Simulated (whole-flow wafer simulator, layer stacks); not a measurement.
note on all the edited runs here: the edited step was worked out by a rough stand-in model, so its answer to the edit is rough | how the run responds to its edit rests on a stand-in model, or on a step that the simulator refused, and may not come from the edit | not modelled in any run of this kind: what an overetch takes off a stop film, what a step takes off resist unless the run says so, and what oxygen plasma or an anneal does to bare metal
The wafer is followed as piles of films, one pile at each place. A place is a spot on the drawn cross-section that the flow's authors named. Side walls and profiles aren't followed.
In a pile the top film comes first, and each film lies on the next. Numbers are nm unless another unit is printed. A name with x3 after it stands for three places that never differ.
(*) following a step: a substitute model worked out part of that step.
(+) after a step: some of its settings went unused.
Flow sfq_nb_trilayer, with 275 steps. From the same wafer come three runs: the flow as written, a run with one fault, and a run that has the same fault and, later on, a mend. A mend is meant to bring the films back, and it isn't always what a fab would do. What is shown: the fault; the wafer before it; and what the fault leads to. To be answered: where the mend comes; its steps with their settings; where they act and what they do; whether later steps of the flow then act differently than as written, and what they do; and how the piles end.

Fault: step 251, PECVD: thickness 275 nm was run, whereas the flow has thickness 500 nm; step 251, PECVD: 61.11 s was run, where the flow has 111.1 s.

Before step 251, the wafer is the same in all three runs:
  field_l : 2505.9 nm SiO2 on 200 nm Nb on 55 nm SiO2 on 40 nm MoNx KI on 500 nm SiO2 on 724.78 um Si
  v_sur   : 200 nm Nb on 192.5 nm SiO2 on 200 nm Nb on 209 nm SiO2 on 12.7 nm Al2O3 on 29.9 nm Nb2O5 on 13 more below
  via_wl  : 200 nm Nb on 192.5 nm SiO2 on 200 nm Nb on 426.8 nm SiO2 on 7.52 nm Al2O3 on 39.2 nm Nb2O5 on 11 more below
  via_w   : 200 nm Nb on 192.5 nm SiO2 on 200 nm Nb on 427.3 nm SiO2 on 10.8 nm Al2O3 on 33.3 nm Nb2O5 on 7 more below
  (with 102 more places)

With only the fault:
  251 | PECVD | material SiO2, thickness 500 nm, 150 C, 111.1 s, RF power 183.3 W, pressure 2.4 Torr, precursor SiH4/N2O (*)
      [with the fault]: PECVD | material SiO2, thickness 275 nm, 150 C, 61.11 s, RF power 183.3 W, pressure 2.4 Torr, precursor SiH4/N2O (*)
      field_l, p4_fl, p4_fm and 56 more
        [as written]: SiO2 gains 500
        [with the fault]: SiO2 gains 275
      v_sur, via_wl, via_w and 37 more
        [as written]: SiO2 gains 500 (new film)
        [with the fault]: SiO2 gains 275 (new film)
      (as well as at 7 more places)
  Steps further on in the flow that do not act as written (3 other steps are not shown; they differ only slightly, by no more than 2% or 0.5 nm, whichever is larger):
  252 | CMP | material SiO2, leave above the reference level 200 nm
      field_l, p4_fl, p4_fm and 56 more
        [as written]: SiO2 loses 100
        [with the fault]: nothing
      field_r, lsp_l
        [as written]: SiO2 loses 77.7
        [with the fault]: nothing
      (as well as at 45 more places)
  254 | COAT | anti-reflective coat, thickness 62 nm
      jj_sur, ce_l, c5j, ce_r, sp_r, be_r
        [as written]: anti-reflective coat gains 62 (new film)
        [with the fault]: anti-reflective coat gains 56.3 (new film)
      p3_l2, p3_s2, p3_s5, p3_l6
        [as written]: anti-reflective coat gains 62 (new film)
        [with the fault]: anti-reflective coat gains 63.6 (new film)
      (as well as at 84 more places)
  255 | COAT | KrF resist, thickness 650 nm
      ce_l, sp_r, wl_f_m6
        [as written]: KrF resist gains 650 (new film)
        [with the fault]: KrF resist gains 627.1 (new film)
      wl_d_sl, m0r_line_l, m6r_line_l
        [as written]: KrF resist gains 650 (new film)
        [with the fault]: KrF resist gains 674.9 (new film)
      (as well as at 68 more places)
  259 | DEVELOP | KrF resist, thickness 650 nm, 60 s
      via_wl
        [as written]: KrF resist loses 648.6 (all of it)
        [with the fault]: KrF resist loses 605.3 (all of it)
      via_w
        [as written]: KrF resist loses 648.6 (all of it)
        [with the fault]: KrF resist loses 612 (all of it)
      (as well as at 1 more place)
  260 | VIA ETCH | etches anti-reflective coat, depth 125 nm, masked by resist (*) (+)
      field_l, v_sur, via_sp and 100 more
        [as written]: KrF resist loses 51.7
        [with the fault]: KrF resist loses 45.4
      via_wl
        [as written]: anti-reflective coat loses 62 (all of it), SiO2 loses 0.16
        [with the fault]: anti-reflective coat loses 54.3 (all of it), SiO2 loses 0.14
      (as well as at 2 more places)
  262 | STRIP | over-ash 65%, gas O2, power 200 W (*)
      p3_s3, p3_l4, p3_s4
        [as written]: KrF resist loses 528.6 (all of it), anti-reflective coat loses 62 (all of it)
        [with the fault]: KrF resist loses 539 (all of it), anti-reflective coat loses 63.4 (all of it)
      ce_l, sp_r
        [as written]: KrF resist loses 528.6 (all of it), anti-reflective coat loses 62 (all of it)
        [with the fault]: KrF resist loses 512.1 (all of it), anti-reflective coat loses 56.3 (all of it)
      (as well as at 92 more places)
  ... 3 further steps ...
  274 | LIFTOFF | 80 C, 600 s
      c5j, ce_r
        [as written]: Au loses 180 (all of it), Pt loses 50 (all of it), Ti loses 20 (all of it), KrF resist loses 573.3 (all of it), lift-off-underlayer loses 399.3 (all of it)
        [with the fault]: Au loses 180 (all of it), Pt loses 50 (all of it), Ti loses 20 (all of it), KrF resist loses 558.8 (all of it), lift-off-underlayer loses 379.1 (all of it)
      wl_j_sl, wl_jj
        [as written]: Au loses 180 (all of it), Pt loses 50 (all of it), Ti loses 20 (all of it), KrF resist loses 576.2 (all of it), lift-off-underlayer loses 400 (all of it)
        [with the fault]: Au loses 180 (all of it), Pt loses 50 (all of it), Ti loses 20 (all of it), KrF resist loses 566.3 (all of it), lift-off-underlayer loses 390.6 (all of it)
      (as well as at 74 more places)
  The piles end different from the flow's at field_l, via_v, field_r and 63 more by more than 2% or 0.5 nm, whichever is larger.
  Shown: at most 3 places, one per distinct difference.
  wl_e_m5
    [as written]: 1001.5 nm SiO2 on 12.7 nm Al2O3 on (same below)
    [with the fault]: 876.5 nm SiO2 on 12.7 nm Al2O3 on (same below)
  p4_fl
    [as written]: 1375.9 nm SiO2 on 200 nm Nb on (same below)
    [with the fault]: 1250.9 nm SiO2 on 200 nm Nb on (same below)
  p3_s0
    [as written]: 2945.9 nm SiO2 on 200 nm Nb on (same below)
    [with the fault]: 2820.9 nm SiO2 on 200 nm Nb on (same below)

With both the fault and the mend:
  After step 251 comes the mend.
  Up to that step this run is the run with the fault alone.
  251a | PECVD | material SiO2, thickness 225 nm, 150 C, 50 s, RF power 183.3 W, pressure 2.4 Torr, precursor SiH4/N2O (*) (the flow's step 251, run once more with other settings)
      field_l, v_sur, via_wl and 98 more
        SiO2 gains 225
      field_r, lsp_l
        SiO2 gains 215.9
      l0_sur, l0v
        SiO2 gains 219.9
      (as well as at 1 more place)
  Steps further on in the flow that do not act as written:
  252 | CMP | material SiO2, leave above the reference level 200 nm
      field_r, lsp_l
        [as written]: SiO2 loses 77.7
        [with the mend]: SiO2 loses 80.1
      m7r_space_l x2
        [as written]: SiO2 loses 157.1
        [with the mend]: SiO2 loses 100
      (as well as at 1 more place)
  By the end, the piles equal the flow's at every place that both follow.
